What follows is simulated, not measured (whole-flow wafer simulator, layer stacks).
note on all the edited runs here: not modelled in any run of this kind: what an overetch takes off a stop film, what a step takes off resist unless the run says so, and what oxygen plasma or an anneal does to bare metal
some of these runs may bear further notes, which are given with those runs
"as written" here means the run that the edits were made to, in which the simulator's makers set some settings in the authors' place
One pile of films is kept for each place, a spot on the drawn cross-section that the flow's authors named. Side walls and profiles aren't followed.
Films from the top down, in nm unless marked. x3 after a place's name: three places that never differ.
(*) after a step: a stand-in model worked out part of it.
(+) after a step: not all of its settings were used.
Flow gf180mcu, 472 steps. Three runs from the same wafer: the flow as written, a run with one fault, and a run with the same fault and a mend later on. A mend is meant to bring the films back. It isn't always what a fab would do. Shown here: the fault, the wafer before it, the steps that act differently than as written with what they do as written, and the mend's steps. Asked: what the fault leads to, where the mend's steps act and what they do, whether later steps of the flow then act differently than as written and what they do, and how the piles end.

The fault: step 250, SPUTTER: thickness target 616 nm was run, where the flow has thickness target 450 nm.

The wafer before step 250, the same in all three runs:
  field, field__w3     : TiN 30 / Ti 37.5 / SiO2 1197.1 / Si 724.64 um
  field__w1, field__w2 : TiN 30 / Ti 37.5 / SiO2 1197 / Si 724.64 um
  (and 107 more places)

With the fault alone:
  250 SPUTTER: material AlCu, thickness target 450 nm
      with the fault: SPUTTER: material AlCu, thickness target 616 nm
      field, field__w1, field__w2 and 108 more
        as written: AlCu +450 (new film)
        with the fault: AlCu +616 (new film)
  Later steps of the flow that act differently than as written:
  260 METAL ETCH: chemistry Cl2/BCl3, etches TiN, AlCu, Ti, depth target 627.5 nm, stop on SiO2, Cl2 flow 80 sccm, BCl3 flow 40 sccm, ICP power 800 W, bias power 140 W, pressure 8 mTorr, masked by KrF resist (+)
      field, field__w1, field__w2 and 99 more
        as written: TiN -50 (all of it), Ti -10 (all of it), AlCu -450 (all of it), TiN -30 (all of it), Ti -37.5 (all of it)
        with the fault: TiN -50 (all of it), Ti -10 (all of it), AlCu -567.5
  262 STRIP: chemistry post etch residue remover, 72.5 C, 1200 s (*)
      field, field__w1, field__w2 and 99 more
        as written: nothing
        with the fault: AlCu -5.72
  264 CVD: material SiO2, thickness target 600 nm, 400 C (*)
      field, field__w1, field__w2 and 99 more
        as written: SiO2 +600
        with the fault: SiO2 +600 (new film)
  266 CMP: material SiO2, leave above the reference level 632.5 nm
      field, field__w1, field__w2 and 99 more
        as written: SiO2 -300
        with the fault: SiO2 -244.3
  At the end the piles differ from the flow's by more than 2% or 0.5 nm, whichever is larger, at field, field__w1, field__w2 and 109 more.
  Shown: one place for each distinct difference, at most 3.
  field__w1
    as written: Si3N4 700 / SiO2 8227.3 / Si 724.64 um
    with the fault: Si3N4 700 / SiO2 7086 / AlCu 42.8 / TiN 30 / Ti 37.5 / SiO2 1197 / Si 724.64 um
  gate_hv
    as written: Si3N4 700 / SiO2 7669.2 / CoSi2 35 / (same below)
    with the fault: Si3N4 700 / SiO2 7086 / AlCu 42.8 / TiN 30 / Ti 37.5 / SiO2 638.9 / CoSi2 35 / (same below)
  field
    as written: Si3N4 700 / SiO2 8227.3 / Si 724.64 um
    with the fault: Si3N4 700 / SiO2 7086 / AlCu 42.8 / TiN 30 / Ti 37.5 / SiO2 1197.1 / Si 724.64 um

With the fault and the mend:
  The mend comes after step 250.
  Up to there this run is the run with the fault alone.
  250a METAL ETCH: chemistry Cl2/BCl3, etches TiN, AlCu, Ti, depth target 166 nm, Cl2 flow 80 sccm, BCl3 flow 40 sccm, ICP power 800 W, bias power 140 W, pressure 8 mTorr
      field, field__w1, field__w2 and 108 more
        AlCu -166
  No later step of the flow acts differently than as written at any place that is followed.
  At the end the piles are the same as the flow's at every place that both follow.
